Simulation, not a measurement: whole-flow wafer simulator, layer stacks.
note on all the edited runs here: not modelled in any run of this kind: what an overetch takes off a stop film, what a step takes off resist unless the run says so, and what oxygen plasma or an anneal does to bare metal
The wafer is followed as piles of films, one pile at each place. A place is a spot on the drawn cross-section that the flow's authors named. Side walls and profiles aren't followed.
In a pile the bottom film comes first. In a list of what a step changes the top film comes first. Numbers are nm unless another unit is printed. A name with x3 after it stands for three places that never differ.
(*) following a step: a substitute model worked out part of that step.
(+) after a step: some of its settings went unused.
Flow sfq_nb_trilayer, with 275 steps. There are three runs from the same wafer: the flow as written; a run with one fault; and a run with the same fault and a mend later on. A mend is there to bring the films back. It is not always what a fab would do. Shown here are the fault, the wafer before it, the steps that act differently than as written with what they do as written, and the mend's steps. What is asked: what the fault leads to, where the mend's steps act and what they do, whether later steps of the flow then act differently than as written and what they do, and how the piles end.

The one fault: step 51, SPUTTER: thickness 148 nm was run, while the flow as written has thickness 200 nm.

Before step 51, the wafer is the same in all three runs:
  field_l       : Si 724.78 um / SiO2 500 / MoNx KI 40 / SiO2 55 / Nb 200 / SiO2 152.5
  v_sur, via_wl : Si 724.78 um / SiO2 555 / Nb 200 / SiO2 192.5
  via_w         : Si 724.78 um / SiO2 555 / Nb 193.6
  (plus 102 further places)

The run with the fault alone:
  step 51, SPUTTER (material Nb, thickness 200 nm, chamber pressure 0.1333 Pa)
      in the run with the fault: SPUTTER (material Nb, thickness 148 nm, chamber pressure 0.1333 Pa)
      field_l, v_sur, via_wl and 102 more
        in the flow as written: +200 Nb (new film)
        in the run with the fault: +148 Nb (new film)
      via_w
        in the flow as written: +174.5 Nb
        in the run with the fault: +129.8 Nb
  Steps later in the flow that act otherwise than as written (not shown: 3 more steps that differ only slightly, by at most 2% or 0.5 nm, whichever is larger):
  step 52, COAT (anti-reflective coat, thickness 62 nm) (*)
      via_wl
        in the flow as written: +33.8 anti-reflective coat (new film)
        in the run with the fault: +32.9 anti-reflective coat (new film)
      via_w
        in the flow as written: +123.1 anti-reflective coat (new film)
        in the run with the fault: +120.6 anti-reflective coat (new film)
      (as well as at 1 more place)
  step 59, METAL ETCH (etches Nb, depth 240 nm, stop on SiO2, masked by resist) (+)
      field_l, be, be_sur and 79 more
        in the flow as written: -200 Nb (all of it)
        in the run with the fault: -148 Nb (all of it)
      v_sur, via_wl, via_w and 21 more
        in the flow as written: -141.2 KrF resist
        in the run with the fault: -130.6 KrF resist
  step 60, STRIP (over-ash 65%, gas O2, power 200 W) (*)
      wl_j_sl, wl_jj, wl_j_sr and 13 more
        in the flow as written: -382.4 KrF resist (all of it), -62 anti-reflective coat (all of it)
        in the run with the fault: -393 KrF resist (all of it), -62 anti-reflective coat (all of it)
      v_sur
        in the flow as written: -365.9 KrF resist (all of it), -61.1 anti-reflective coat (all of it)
        in the run with the fault: -376.9 KrF resist (all of it), -60.9 anti-reflective coat (all of it)
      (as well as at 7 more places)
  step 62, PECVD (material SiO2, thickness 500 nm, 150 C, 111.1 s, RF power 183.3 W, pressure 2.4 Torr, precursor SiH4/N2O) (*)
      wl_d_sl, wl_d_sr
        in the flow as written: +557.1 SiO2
        in the run with the fault: +505.1 SiO2
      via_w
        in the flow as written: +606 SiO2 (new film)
        in the run with the fault: +593.1 SiO2 (new film)
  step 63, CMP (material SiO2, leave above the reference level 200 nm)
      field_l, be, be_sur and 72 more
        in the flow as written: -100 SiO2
        in the run with the fault: -152 SiO2
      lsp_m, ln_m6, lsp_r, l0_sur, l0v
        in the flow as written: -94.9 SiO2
        in the run with the fault: -152 SiO2
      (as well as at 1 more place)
  By the end, the piles at v_sur, via_wl, via_w and 86 more depart from the flow's by more than 2% or 0.5 nm, whichever is larger.
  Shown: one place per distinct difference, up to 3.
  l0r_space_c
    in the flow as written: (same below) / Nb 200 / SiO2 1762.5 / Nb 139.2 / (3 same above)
    in the run with the fault: (same below) / Nb 200 / SiO2 1710.5 / Nb 139.2 / (3 same above)
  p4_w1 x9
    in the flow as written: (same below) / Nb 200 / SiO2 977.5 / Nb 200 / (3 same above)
    in the run with the fault: (same below) / Nb 200 / SiO2 925.5 / Nb 200 / (3 same above)
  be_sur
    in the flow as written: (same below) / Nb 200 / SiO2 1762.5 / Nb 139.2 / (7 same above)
    in the run with the fault: (same below) / Nb 200 / SiO2 1710.5 / Nb 139.2 / (7 same above)

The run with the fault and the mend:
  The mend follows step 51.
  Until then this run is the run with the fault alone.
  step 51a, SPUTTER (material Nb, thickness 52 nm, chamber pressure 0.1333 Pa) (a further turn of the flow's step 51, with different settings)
      field_l, v_sur, via_wl and 102 more
        +52 Nb
      via_w
        +41.1 Nb
  None of the later steps of the flow differs from how it acts as written, at any place that is followed, by more than 2% or 0.5 nm, whichever is larger.
  The piles end only slightly different from the flow's at the places that both follow, by no more than 2% or 0.5 nm, whichever is larger.
